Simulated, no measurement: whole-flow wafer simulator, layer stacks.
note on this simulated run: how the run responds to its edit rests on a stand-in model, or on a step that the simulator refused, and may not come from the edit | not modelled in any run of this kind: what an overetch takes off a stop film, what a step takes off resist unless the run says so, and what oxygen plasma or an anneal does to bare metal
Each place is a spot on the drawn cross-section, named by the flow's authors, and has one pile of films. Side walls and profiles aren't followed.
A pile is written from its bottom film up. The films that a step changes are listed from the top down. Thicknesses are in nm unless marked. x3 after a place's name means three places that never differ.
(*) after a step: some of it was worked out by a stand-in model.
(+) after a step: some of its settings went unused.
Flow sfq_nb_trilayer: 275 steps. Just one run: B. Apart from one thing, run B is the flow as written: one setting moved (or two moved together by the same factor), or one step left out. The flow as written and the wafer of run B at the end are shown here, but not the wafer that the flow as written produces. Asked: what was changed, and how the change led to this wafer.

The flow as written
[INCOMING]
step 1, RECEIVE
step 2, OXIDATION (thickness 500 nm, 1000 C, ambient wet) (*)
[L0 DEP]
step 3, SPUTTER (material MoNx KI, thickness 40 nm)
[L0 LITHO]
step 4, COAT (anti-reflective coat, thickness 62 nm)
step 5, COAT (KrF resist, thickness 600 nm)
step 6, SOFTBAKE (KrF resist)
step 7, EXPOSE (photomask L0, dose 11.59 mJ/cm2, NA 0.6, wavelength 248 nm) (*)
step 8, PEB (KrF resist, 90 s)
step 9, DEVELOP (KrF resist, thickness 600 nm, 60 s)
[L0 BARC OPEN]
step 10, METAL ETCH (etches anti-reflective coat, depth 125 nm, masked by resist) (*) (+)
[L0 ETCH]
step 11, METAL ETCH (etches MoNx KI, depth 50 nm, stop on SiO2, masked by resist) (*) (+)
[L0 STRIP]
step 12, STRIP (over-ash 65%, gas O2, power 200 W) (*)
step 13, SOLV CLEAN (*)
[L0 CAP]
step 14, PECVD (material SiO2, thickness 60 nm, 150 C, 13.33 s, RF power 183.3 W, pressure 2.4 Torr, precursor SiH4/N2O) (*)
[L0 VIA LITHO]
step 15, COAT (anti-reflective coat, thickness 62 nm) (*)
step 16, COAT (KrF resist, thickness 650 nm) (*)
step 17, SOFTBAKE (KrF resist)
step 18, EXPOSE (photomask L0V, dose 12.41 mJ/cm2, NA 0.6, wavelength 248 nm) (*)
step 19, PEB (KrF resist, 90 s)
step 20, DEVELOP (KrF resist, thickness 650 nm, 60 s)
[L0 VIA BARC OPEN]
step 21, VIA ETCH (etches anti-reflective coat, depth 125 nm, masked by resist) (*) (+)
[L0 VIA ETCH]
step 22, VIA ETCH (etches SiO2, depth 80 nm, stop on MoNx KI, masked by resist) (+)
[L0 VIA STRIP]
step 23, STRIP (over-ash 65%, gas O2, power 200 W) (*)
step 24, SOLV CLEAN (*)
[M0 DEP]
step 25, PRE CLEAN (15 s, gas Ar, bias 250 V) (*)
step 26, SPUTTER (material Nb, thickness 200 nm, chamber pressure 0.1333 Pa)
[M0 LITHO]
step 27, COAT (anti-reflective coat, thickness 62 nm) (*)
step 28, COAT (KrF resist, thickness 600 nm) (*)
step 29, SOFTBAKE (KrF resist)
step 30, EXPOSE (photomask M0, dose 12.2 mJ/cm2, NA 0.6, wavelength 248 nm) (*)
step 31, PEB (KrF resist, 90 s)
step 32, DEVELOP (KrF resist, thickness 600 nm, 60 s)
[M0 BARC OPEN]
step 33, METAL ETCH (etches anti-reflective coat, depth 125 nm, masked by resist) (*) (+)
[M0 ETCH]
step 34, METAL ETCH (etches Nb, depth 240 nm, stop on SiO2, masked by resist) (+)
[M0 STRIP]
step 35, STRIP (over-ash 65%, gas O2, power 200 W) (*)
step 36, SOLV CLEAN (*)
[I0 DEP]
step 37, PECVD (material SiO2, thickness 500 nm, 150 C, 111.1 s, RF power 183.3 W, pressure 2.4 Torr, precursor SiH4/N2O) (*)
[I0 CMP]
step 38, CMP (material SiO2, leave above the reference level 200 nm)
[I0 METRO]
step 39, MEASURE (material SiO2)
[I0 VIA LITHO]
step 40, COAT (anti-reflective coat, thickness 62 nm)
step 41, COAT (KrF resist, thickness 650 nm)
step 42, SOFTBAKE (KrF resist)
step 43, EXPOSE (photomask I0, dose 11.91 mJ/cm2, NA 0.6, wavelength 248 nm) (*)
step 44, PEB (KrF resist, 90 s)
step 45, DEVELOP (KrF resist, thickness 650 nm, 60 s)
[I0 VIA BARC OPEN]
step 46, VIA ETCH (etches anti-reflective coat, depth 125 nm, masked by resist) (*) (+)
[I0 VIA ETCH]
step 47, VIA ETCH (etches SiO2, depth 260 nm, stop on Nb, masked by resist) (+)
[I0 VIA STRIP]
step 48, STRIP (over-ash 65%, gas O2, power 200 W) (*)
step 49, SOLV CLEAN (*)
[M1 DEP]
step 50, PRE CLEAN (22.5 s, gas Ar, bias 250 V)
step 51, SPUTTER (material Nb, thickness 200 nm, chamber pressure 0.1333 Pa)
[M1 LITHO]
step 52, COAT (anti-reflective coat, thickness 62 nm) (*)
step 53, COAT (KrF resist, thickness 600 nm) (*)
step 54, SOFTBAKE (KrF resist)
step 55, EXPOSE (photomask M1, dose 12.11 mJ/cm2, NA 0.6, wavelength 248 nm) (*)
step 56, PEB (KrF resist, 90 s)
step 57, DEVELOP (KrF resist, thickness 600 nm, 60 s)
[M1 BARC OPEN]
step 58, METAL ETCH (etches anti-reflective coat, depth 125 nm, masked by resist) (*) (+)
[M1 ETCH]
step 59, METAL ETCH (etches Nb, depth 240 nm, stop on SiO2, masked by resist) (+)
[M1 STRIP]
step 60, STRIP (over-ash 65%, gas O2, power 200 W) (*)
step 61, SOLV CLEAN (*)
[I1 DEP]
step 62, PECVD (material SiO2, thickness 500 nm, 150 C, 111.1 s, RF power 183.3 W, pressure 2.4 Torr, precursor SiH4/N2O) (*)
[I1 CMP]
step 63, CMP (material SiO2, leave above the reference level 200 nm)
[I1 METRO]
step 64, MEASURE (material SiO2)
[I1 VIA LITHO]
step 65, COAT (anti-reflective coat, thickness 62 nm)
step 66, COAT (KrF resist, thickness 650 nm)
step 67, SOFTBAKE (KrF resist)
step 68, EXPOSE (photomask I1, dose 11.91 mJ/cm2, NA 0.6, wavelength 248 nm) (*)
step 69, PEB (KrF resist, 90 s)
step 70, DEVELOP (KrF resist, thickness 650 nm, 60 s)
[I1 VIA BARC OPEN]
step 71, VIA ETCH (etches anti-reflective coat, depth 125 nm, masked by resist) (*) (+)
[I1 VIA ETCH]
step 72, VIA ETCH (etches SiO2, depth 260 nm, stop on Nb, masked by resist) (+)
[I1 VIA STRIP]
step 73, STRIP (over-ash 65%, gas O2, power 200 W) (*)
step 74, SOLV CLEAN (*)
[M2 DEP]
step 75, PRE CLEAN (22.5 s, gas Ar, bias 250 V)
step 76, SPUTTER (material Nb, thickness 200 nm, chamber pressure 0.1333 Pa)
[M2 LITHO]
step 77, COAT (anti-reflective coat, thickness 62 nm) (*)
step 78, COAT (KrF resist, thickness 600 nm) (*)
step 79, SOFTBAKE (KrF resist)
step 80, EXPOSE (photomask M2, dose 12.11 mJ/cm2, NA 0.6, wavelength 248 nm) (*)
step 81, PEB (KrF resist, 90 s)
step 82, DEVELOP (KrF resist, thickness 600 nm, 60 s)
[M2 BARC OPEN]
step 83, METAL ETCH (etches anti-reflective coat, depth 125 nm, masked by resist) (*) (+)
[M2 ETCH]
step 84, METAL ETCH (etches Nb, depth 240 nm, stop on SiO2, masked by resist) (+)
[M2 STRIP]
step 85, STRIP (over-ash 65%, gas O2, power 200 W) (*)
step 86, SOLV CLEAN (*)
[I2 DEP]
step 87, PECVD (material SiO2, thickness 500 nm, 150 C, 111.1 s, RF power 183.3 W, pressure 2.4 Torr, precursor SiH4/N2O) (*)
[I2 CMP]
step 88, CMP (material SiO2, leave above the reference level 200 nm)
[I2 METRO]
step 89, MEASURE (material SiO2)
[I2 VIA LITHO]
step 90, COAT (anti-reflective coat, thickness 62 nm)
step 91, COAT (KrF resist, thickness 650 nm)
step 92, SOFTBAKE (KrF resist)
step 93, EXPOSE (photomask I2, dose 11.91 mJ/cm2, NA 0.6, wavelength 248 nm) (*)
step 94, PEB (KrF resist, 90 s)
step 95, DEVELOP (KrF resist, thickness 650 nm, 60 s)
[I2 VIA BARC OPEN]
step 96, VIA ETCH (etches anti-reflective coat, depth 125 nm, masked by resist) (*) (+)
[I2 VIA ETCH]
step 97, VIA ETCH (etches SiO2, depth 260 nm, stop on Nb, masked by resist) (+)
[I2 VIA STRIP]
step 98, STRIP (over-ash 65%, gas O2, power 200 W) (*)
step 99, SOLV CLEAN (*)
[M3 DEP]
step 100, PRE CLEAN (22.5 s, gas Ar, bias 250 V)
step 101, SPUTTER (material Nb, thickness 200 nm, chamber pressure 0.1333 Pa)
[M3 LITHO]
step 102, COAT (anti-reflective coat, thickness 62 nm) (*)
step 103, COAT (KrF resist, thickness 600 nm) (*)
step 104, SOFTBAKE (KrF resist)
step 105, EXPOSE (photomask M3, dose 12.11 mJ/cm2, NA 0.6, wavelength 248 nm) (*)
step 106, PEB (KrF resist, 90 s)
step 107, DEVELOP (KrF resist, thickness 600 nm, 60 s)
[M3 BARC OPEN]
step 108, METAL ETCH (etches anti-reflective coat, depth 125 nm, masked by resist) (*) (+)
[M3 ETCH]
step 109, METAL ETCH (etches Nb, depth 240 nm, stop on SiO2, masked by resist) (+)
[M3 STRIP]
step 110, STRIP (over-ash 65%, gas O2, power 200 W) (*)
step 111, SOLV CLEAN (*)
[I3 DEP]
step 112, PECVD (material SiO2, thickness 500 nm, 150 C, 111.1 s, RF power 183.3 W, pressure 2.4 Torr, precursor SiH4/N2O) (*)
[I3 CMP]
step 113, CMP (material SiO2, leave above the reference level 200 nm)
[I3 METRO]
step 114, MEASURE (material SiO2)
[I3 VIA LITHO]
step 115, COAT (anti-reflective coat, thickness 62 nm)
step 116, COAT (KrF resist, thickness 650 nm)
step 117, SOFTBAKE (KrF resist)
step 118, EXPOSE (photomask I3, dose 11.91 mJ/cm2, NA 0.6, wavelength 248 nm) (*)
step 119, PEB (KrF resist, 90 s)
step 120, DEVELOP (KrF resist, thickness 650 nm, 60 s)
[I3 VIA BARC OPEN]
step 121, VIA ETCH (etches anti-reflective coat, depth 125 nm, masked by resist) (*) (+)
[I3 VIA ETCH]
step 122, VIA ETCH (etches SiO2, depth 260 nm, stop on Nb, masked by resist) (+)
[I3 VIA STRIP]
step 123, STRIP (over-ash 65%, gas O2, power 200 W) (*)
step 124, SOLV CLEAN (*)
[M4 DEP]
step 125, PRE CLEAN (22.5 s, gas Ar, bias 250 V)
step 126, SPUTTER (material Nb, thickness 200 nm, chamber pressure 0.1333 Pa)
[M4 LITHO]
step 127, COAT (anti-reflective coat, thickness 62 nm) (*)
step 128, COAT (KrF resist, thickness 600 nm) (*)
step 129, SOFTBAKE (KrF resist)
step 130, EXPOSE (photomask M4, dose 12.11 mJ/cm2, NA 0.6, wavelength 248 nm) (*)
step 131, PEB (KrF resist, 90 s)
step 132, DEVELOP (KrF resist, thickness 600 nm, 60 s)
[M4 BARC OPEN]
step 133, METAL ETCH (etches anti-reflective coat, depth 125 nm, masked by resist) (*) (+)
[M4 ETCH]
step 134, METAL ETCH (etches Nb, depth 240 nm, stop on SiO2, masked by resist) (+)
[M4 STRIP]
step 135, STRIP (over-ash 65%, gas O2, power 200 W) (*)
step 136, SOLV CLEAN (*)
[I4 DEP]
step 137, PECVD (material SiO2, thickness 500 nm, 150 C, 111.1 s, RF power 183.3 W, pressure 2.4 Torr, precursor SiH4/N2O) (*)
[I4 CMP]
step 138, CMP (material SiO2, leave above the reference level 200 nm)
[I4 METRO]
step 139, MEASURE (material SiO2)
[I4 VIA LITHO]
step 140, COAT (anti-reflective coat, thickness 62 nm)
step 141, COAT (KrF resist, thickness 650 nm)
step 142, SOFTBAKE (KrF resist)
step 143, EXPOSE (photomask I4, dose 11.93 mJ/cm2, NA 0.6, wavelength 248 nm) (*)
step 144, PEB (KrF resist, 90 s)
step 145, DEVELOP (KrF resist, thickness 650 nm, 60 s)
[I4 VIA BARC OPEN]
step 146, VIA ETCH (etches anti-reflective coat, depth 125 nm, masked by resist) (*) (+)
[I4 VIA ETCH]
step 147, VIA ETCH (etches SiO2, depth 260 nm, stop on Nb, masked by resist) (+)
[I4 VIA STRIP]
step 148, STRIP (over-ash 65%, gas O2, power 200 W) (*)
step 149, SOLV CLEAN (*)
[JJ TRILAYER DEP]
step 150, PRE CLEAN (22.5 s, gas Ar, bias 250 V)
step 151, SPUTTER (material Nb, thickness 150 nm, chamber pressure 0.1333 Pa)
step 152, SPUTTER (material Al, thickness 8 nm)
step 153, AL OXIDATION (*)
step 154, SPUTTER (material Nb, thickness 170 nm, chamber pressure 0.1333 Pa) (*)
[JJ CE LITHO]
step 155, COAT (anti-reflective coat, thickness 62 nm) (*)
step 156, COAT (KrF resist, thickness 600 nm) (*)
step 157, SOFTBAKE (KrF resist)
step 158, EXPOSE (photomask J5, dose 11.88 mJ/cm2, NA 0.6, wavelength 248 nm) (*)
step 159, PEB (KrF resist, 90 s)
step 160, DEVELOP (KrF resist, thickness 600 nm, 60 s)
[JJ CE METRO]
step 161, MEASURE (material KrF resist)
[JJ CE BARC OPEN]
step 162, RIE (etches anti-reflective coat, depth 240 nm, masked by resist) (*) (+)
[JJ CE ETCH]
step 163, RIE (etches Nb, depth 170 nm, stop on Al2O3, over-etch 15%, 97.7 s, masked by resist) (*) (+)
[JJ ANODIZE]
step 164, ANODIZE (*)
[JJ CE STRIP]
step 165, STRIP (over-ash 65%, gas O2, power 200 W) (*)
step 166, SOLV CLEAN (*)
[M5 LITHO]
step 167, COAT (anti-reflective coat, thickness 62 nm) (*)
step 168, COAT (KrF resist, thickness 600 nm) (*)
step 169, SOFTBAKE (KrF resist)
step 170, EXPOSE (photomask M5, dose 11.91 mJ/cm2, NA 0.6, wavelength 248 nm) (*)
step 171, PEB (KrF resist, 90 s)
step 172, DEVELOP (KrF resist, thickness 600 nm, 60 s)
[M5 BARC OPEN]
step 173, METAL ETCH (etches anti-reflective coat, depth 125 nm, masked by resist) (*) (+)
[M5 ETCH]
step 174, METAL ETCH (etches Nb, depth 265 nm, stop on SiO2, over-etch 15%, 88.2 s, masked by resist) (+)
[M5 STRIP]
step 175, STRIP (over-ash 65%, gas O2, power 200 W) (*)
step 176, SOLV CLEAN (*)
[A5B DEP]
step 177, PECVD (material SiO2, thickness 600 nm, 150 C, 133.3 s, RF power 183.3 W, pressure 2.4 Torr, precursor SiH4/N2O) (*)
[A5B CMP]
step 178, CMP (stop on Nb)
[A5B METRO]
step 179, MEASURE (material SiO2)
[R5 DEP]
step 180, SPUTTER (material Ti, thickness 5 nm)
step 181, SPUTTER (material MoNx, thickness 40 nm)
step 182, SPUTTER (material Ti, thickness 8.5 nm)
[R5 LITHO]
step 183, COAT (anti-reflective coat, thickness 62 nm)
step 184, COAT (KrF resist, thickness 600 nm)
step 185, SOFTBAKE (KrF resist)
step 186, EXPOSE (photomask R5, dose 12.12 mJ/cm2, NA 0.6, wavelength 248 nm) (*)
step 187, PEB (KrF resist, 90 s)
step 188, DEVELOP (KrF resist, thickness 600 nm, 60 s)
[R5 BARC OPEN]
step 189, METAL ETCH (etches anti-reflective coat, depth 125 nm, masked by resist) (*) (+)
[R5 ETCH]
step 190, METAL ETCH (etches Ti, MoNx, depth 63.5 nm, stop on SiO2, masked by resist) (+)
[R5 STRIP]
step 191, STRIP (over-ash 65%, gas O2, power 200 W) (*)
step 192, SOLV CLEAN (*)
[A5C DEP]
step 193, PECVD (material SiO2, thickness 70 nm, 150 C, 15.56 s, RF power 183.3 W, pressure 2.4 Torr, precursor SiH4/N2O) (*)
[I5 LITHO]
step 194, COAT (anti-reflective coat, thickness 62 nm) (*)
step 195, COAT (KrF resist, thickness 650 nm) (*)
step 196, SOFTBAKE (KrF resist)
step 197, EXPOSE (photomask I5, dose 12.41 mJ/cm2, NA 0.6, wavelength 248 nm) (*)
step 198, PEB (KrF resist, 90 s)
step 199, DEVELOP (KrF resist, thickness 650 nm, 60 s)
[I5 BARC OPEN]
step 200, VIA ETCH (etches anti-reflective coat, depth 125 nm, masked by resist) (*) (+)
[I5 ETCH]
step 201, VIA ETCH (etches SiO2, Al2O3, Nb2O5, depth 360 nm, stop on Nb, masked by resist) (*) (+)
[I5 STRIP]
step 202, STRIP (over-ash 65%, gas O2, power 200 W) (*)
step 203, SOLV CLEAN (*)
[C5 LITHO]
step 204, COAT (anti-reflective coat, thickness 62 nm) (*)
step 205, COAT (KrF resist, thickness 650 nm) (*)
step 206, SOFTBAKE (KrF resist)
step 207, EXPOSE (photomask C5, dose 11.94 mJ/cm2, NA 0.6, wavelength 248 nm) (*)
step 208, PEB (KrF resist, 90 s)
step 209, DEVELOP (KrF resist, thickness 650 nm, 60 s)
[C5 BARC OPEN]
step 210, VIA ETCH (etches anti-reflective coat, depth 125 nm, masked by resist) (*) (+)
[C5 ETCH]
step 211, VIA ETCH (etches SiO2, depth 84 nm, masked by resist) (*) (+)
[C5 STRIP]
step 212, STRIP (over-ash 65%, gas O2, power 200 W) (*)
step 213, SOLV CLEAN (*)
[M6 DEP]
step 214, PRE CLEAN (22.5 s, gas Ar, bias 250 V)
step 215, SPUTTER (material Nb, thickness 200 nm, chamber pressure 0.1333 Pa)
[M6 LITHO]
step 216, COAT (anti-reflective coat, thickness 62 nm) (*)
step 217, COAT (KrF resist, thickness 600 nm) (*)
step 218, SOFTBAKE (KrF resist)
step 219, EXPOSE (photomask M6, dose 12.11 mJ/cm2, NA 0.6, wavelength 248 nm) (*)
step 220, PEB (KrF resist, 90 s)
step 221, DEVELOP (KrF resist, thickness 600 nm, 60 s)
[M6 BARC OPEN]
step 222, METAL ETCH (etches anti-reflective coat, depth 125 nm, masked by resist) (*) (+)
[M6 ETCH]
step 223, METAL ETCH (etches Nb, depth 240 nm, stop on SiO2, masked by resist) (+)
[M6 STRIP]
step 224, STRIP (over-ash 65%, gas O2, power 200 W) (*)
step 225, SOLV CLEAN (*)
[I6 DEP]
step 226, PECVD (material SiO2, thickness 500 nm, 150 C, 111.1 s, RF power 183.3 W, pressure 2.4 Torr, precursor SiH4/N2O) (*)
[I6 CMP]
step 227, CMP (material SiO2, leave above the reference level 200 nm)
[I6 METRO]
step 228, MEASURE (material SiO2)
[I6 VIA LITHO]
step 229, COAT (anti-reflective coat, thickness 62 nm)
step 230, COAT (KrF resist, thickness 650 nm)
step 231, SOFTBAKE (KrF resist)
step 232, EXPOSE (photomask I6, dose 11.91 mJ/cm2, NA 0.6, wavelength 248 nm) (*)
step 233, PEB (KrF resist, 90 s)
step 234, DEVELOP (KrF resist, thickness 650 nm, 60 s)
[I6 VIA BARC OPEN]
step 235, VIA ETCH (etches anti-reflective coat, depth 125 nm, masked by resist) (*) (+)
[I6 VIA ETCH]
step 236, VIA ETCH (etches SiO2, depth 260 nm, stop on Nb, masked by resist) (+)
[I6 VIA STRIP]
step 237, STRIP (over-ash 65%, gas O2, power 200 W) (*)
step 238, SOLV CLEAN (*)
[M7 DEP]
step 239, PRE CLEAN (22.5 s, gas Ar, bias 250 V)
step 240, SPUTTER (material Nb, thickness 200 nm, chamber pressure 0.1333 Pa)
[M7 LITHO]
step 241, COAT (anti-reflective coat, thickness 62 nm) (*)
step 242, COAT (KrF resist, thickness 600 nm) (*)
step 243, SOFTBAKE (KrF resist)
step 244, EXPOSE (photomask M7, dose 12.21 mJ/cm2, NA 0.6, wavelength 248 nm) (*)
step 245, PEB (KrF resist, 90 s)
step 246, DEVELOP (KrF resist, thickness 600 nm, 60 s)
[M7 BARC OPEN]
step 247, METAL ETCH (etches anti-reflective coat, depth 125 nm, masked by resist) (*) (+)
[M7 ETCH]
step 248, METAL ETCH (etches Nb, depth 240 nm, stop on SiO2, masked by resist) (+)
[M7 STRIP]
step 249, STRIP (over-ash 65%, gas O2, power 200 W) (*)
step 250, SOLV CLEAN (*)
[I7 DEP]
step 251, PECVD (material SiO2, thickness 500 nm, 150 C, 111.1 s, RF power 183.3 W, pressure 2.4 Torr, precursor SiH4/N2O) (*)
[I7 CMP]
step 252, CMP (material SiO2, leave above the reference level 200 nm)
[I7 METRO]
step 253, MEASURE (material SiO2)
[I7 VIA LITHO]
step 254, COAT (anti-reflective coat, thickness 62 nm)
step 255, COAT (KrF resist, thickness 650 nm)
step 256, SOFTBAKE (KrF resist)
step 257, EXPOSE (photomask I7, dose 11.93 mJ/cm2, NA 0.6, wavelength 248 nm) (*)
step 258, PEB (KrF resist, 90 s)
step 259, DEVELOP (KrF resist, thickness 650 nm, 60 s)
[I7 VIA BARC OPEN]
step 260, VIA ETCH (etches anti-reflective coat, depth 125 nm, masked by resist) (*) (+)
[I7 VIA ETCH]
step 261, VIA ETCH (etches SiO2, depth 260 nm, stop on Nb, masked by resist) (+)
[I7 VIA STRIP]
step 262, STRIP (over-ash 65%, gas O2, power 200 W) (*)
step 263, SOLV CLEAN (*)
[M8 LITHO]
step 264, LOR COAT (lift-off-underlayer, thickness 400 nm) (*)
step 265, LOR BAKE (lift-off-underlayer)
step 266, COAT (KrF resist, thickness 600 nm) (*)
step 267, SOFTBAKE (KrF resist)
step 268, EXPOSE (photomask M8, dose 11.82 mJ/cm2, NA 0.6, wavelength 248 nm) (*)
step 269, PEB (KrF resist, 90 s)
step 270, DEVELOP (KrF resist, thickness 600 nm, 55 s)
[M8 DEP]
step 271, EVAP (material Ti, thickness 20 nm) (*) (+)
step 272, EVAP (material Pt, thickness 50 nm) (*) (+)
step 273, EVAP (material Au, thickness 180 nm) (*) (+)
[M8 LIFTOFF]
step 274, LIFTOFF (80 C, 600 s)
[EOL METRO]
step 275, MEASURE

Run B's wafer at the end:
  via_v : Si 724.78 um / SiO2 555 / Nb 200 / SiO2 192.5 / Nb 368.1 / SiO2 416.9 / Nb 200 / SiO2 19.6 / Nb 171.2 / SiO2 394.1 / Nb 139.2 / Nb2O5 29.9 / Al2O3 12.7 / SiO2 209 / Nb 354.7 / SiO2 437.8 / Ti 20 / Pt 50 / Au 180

Cause: step 122, VIA ETCH: depth 172.7 nm was run, though the flow has depth 260 nm.

How this came from the change, step by step:
  step 122, VIA ETCH (etches SiO2, depth 260 nm, stop on Nb, masked by resist) (+)
      via_v: SiO2 loses 172.7 (it would be, as written: SiO2 loses 199.8 (all of it))
      field_l, v_sur, via_wl and 102 more: KrF resist loses 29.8 (it would be, as written: KrF resist loses 44.8)
  step 123, STRIP (over-ash 65%, gas O2, power 200 W) (*)
      field_l, v_sur, via_wl and 102 more: KrF resist loses 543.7 (all of it), anti-reflective coat loses 62 (all of it) (it would be, as written: KrF resist loses 528.6 (all of it), anti-reflective coat loses 62 (all of it))
  step 125, PRE CLEAN (22.5 s, gas Ar, bias 250 V)
      via_v: SiO2 loses 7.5 (it would be, as written: Nb loses 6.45)
  step 126, SPUTTER (material Nb, thickness 200 nm, chamber pressure 0.1333 Pa)
      via_v: Nb gains 171.2 (new film) (it would be, as written: Nb gains 165.5)
  step 127, COAT (anti-reflective coat, thickness 62 nm) (*)
      via_v: anti-reflective coat gains 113 (new film) (it would be, as written: anti-reflective coat gains 124.8 (new film))
      wire: anti-reflective coat gains 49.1 (new film) (it would be, as written: anti-reflective coat gains 50.2 (new film))
  step 128, COAT (KrF resist, thickness 600 nm) (*)
      via_v: KrF resist gains 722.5 (new film) (it would be, as written: KrF resist gains 739.8 (new film))
  step 135, STRIP (over-ash 65%, gas O2, power 200 W) (*)
      via_v: KrF resist loses 504.6 (all of it), anti-reflective coat loses 113 (all of it) (it would be, as written: KrF resist loses 521.8 (all of it), anti-reflective coat loses 124.8 (all of it))
      wire: KrF resist loses 377.1 (all of it), anti-reflective coat loses 49.1 (all of it) (it would be, as written: KrF resist loses 374.5 (all of it), anti-reflective coat loses 50.2 (all of it))
  step 137, PECVD (material SiO2, thickness 500 nm, 150 C, 111.1 s, RF power 183.3 W, pressure 2.4 Torr, precursor SiH4/N2O) (*)
      via_v: SiO2 gains 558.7 (new film) (it would be, as written: SiO2 gains 615 (new film))
  step 138, CMP (material SiO2, leave above the reference level 200 nm)
      via_v: SiO2 loses 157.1 (it would be, as written: SiO2 loses 181.6)
If metal films that touch count as one body, via_v has 7 bodies (between them, from the top down: SiO2 437.8; SiO2 209 / Al2O3 12.7 / Nb2O5 29.9; SiO2 394.1; SiO2 19.6; SiO2 416.9; SiO2 192.5); the flow as written gives 6 bodies (between them, from the top down: SiO2 437.8; SiO2 209 / Al2O3 12.7 / Nb2O5 29.9; SiO2 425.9; SiO2 416.9; SiO2 192.5).
